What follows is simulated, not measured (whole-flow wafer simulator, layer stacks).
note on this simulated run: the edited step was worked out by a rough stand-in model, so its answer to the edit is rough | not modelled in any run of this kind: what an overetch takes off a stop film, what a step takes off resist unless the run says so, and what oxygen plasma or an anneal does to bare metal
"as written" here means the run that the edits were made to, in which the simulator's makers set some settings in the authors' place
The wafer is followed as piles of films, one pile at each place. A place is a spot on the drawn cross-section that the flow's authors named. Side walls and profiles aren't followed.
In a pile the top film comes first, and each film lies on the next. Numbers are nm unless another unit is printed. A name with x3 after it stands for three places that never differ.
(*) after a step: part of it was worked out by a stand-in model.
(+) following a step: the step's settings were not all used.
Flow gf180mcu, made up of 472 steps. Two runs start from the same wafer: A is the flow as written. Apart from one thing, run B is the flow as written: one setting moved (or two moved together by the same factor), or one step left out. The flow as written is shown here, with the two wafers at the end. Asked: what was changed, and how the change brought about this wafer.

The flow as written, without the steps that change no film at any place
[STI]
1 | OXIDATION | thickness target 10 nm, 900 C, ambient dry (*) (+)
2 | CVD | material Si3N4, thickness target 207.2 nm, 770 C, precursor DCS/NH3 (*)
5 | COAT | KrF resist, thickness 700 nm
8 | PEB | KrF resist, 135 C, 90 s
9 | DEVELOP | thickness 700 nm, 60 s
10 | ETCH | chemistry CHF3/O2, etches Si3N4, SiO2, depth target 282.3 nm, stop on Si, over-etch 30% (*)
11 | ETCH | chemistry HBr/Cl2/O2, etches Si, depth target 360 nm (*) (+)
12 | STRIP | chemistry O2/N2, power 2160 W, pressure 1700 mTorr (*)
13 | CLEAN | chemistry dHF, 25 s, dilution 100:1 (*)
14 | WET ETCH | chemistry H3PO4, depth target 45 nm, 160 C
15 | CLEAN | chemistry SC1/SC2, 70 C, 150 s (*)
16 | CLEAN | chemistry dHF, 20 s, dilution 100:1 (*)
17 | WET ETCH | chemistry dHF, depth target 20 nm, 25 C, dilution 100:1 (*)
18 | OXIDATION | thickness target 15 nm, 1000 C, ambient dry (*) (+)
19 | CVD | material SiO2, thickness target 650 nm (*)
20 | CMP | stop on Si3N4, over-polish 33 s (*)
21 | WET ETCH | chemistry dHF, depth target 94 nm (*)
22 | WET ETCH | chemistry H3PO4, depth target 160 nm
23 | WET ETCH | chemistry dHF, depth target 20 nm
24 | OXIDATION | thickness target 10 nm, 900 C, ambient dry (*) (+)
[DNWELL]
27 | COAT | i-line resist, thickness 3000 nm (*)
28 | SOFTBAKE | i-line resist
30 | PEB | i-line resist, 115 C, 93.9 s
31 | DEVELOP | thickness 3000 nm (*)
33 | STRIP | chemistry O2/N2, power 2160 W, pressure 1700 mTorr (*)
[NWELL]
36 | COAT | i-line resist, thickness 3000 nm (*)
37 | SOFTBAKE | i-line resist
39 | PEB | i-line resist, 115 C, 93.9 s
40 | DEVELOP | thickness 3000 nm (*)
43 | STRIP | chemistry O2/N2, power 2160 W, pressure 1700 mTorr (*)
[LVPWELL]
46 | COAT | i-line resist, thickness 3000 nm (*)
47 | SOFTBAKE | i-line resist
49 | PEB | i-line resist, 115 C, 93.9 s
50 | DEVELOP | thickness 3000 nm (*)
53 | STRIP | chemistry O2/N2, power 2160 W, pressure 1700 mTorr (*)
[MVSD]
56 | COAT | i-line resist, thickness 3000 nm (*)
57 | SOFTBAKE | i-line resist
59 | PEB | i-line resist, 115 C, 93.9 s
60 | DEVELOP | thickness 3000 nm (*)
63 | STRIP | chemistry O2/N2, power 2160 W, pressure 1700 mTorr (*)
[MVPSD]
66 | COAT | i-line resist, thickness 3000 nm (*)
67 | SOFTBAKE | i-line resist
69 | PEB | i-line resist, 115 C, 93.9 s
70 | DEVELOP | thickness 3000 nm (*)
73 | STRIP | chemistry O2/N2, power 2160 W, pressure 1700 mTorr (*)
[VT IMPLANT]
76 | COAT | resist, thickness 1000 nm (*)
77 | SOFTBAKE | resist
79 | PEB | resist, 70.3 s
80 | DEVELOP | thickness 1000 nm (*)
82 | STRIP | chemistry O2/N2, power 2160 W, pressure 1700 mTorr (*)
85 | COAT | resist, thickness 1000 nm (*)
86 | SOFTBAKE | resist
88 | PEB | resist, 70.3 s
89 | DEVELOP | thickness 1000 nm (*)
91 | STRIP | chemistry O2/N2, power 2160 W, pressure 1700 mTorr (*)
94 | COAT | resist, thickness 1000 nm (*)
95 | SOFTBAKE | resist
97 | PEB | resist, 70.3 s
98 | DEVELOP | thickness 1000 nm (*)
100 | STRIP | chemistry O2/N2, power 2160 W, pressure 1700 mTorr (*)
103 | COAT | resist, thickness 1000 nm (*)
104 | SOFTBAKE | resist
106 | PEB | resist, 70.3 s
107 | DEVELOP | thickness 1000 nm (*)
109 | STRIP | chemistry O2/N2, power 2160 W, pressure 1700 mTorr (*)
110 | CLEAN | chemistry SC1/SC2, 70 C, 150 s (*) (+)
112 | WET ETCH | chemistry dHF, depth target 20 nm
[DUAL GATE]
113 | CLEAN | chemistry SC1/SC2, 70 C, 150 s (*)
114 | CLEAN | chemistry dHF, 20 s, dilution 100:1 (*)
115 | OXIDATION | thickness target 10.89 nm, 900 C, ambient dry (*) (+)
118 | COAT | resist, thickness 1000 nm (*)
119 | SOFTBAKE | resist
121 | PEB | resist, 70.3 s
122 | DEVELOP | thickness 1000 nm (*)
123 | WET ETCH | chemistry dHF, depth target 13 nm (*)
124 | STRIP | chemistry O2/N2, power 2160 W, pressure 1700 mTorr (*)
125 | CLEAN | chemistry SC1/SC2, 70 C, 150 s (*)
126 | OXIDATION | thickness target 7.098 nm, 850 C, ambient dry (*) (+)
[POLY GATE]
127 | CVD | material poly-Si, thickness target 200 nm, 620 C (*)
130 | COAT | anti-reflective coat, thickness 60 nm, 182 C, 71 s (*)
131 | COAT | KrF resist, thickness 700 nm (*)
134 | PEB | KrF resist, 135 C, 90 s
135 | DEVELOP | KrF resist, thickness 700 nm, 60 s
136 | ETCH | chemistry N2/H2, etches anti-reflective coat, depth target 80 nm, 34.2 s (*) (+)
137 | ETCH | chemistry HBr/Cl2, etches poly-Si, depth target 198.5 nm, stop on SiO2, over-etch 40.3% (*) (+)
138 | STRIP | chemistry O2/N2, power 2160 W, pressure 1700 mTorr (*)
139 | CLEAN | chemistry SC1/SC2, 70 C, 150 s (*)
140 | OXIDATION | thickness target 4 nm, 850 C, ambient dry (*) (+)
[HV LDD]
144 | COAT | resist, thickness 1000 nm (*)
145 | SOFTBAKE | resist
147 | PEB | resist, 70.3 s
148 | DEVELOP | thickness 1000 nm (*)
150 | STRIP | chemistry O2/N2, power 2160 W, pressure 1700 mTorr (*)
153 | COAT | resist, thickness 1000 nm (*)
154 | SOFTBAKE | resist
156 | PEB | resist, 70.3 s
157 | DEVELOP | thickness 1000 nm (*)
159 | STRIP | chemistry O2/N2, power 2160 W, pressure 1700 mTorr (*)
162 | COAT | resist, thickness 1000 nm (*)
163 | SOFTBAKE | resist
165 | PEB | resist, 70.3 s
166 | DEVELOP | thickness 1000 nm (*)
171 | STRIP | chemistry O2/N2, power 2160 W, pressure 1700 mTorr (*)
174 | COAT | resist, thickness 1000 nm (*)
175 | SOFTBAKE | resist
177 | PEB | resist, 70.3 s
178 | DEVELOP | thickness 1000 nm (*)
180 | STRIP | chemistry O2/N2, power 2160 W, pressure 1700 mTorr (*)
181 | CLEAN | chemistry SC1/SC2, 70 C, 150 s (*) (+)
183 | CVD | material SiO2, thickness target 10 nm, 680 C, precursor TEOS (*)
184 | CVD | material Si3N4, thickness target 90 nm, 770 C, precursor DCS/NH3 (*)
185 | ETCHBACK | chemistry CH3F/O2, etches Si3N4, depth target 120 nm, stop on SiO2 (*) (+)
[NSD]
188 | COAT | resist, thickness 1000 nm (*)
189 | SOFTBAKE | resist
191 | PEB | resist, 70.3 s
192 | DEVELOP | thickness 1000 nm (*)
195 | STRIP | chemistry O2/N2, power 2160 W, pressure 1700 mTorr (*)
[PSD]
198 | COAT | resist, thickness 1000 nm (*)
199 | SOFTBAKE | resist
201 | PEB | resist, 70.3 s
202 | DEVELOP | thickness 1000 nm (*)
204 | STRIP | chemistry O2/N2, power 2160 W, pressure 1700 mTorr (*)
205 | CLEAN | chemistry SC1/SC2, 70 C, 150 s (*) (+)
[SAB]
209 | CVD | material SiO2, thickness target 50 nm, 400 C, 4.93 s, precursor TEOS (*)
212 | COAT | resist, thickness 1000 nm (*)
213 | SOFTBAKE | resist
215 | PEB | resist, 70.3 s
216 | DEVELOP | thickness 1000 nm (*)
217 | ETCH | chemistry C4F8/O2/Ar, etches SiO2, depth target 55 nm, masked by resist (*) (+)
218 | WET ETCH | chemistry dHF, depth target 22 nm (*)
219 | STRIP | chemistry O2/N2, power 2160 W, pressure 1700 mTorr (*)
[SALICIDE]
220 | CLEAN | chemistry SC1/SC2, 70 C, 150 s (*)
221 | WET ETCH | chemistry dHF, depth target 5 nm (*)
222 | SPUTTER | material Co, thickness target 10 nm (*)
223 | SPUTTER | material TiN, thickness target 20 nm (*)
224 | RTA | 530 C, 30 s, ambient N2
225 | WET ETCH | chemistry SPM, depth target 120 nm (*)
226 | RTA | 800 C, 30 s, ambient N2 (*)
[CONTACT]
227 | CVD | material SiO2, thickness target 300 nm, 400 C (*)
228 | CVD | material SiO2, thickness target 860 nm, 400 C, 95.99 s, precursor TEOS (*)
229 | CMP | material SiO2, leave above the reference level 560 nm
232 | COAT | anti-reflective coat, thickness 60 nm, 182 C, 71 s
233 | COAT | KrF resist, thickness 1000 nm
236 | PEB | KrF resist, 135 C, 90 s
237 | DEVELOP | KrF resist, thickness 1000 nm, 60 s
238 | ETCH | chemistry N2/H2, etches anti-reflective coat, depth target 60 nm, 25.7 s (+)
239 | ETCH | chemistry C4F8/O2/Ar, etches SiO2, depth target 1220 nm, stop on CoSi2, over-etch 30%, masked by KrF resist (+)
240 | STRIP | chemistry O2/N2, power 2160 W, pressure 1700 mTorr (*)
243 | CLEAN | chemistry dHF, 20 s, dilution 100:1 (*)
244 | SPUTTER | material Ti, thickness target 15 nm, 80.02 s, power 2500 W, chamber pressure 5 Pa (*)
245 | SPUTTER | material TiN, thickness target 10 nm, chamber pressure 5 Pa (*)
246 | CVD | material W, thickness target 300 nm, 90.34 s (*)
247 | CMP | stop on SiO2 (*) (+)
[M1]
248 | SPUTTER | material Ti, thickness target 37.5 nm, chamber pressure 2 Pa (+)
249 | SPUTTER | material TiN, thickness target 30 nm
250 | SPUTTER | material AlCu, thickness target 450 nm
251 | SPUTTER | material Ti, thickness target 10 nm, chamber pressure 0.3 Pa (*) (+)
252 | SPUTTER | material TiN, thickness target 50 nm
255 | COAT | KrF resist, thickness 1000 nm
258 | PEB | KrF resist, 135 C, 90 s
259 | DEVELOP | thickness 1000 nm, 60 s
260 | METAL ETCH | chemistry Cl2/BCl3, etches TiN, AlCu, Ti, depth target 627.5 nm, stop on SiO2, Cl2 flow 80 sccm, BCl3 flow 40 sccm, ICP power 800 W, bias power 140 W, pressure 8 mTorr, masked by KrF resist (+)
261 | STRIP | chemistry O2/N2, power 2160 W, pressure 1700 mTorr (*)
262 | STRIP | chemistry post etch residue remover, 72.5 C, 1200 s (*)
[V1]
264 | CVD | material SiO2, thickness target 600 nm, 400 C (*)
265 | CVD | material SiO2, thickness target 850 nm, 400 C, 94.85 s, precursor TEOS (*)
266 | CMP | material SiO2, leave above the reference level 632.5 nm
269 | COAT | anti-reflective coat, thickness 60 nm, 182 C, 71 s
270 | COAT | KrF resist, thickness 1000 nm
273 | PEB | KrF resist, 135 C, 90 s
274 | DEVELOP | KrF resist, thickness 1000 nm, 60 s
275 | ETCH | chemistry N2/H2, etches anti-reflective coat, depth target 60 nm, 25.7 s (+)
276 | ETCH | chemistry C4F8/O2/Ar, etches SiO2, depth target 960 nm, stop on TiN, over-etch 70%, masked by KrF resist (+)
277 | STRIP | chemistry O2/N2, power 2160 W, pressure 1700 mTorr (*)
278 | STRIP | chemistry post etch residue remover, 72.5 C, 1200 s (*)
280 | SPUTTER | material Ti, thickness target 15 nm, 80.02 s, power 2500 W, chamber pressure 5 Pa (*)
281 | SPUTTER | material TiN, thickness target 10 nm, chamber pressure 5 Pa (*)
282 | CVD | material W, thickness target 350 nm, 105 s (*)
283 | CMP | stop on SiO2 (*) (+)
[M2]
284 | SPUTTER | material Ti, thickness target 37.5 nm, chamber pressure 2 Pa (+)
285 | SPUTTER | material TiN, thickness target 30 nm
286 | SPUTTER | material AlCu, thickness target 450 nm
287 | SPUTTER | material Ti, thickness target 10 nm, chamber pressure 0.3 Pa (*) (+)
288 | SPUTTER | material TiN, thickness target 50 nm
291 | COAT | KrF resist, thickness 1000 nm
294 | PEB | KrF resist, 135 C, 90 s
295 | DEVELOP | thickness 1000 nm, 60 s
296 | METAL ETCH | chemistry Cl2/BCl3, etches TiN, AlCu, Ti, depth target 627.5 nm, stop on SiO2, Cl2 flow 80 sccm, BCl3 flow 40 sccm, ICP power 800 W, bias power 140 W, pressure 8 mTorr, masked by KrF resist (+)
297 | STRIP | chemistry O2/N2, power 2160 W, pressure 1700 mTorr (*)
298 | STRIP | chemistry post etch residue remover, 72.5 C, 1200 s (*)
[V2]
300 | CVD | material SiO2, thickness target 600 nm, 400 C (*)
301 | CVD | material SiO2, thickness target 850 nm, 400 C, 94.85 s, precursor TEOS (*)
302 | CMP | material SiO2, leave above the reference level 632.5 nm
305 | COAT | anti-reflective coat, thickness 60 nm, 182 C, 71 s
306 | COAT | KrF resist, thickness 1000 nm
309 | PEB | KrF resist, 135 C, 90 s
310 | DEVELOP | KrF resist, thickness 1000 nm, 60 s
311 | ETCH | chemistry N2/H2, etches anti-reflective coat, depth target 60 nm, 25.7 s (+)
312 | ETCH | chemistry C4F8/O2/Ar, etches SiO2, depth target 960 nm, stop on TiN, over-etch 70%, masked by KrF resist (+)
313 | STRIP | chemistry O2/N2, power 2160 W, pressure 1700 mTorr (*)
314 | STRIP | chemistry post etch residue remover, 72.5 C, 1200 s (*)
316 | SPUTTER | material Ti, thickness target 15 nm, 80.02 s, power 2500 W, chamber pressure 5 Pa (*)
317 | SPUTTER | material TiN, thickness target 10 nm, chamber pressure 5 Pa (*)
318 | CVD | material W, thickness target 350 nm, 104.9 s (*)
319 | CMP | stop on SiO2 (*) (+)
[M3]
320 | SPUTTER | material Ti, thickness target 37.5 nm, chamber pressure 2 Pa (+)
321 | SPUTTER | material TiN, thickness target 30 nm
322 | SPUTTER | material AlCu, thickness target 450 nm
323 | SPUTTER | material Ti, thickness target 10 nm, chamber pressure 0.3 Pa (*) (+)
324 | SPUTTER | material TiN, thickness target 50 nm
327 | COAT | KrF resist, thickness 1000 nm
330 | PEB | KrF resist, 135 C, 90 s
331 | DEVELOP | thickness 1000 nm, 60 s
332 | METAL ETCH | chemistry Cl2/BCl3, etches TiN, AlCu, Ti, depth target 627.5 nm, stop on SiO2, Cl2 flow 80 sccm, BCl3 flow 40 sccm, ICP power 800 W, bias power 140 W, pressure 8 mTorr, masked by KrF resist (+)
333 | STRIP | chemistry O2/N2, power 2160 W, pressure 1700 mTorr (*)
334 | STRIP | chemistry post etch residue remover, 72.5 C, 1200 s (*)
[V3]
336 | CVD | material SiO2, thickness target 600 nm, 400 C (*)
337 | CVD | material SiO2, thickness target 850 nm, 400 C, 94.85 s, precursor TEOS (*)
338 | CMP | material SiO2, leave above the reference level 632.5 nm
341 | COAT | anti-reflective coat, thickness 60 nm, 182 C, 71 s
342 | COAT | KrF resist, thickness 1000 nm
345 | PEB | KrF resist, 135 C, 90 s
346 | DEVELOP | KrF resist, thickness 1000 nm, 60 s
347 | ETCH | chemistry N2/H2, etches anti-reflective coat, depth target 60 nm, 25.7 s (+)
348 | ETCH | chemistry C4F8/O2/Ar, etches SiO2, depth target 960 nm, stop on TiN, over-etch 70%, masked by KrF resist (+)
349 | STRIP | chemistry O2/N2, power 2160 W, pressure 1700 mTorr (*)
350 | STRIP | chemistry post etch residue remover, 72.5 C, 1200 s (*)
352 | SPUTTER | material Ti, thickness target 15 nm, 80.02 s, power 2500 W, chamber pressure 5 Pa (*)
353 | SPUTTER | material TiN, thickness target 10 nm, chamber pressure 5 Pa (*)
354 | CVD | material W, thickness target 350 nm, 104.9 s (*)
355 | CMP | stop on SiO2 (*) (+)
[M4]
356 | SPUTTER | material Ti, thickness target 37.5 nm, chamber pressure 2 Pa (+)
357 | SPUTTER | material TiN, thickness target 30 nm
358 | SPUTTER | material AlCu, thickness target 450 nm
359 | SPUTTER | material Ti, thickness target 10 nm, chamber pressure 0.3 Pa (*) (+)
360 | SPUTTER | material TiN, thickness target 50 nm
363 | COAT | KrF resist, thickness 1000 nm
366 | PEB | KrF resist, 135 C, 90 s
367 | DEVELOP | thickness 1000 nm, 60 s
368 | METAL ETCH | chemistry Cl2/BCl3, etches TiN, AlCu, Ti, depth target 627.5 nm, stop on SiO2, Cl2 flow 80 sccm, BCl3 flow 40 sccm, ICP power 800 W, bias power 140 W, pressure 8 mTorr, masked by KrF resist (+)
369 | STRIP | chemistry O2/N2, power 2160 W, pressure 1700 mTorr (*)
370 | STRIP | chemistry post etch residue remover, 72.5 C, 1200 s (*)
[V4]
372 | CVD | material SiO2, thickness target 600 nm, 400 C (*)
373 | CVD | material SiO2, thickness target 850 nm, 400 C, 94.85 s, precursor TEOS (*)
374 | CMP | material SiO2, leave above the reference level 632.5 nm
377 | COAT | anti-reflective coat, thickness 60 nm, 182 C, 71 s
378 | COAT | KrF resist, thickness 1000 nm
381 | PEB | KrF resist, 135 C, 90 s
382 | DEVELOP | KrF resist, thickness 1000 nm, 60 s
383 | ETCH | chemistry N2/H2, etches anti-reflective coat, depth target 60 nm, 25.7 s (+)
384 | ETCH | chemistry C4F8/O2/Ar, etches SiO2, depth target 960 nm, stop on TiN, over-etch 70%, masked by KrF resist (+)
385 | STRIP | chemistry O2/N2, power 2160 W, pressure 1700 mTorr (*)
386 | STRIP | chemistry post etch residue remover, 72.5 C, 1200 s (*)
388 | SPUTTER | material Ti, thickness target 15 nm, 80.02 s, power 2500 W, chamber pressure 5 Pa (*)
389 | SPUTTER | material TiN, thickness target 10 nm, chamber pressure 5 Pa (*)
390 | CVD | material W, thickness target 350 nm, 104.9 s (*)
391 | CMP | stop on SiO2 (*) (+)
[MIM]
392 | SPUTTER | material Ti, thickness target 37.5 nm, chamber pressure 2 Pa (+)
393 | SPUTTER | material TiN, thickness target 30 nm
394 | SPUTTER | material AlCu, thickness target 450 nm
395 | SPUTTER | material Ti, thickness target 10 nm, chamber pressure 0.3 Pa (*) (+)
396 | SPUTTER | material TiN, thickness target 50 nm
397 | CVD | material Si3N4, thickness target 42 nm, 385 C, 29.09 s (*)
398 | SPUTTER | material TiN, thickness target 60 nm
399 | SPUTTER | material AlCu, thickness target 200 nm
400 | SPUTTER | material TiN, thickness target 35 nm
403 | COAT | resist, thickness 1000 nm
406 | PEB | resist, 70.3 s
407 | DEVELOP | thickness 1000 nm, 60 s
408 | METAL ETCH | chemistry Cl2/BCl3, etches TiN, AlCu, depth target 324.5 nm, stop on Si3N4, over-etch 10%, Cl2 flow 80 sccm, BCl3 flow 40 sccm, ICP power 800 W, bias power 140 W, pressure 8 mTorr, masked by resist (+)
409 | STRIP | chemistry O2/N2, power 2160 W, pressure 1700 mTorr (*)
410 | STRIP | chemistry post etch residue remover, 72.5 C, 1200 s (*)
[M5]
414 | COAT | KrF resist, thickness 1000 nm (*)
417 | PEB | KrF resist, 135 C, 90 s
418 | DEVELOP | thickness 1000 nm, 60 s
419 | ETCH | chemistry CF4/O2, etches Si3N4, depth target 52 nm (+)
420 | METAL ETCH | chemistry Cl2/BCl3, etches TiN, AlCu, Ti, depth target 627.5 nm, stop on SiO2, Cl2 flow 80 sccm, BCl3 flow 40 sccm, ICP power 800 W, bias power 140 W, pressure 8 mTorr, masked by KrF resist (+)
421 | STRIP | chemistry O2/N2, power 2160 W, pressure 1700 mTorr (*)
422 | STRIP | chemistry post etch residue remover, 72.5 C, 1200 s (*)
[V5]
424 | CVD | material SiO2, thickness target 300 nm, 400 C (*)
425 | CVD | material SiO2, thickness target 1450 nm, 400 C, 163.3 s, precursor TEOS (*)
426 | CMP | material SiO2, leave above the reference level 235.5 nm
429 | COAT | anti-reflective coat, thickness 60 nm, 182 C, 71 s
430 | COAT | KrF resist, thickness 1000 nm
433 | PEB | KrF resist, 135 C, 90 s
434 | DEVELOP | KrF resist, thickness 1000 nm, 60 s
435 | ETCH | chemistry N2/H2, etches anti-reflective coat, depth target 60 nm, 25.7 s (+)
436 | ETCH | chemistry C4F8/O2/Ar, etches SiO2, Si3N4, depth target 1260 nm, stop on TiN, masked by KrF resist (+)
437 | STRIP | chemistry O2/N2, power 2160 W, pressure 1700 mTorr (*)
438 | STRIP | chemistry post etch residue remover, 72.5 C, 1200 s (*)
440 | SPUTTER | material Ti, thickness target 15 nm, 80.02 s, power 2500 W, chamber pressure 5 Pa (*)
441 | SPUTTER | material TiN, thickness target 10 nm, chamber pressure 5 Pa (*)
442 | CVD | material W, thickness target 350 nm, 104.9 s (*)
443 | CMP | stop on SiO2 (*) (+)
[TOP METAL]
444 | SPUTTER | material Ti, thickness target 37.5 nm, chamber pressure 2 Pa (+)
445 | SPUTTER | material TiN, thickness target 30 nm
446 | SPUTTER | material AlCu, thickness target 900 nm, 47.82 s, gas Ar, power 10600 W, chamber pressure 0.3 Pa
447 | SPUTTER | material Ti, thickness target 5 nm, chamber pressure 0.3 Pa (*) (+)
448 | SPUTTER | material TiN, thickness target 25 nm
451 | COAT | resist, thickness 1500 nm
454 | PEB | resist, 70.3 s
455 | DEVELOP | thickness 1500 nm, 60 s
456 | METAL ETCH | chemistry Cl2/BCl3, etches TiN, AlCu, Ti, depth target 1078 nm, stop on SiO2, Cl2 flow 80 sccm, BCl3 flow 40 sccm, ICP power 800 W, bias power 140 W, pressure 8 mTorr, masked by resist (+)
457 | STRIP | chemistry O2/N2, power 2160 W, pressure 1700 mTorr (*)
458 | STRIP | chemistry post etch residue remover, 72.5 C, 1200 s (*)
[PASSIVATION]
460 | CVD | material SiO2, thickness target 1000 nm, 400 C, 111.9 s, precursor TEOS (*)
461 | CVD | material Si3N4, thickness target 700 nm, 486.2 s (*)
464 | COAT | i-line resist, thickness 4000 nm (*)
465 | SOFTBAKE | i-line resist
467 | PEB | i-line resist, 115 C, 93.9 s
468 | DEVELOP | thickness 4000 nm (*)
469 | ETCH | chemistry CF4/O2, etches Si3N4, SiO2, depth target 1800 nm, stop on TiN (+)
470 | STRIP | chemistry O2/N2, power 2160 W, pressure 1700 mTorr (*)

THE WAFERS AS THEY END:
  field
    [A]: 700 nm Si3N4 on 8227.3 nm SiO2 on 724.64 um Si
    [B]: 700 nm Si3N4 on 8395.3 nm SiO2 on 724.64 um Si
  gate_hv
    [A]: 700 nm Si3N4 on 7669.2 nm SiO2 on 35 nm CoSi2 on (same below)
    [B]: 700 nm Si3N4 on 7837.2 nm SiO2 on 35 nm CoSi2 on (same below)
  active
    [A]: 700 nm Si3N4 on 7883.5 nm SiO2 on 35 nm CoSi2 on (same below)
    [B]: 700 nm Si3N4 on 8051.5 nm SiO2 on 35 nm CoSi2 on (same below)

What caused this: step 227, CVD: thickness target 468 nm was run, whereas the flow has thickness target 300 nm.

The path from the change to this, step by step:
  227 | CVD | material SiO2, thickness target 300 nm, 400 C (*)
      field, field__w1, field__w2 and 57 more: A +300 SiO2 | B +468 SiO2
      active, p_well, gate and 46 more: A +300 SiO2 (new film) | B +468 SiO2 (new film)
      (as well as at 2 more places)
  228 | CVD | material SiO2, thickness target 860 nm, 400 C, 95.99 s, precursor TEOS (*)
      ld_drift_p: A +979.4 SiO2 | B +937.8 SiO2
      ld_drn_p: A +983.8 SiO2 | B +937.8 SiO2
  239 | ETCH | chemistry C4F8/O2/Ar, etches SiO2, depth target 1220 nm, stop on CoSi2, over-etch 30%, masked by KrF resist (+)
      field, field__w1, field__w2 and 105 more: A -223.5 KrF resist | B -244 KrF resist
      polyc_n, polyc_p: A -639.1 SiO2 (all of it) | B -807.1 SiO2 (all of it)
      (as well as at 1 more place)
  240 | STRIP | chemistry O2/N2, power 2160 W, pressure 1700 mTorr (*)
      field, field__w1, field__w2 and 105 more: A -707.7 KrF resist (all of it), -60 anti-reflective coat (all of it) | B -687.2 KrF resist (all of it), -60 anti-reflective coat (all of it)
  244 | SPUTTER | material Ti, thickness target 15 nm, 80.02 s, power 2500 W, chamber pressure 5 Pa (*)
      contact: A +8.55 Ti (new film) | B +7.75 Ti (new film)
  246 | CVD | material W, thickness target 300 nm, 90.34 s (*)
      polyc_n, polyc_p: A +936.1 W (new film) | B +1104.1 W (new film)
      contact: A +1167.5 W (new film) | B +1336.8 W (new film)
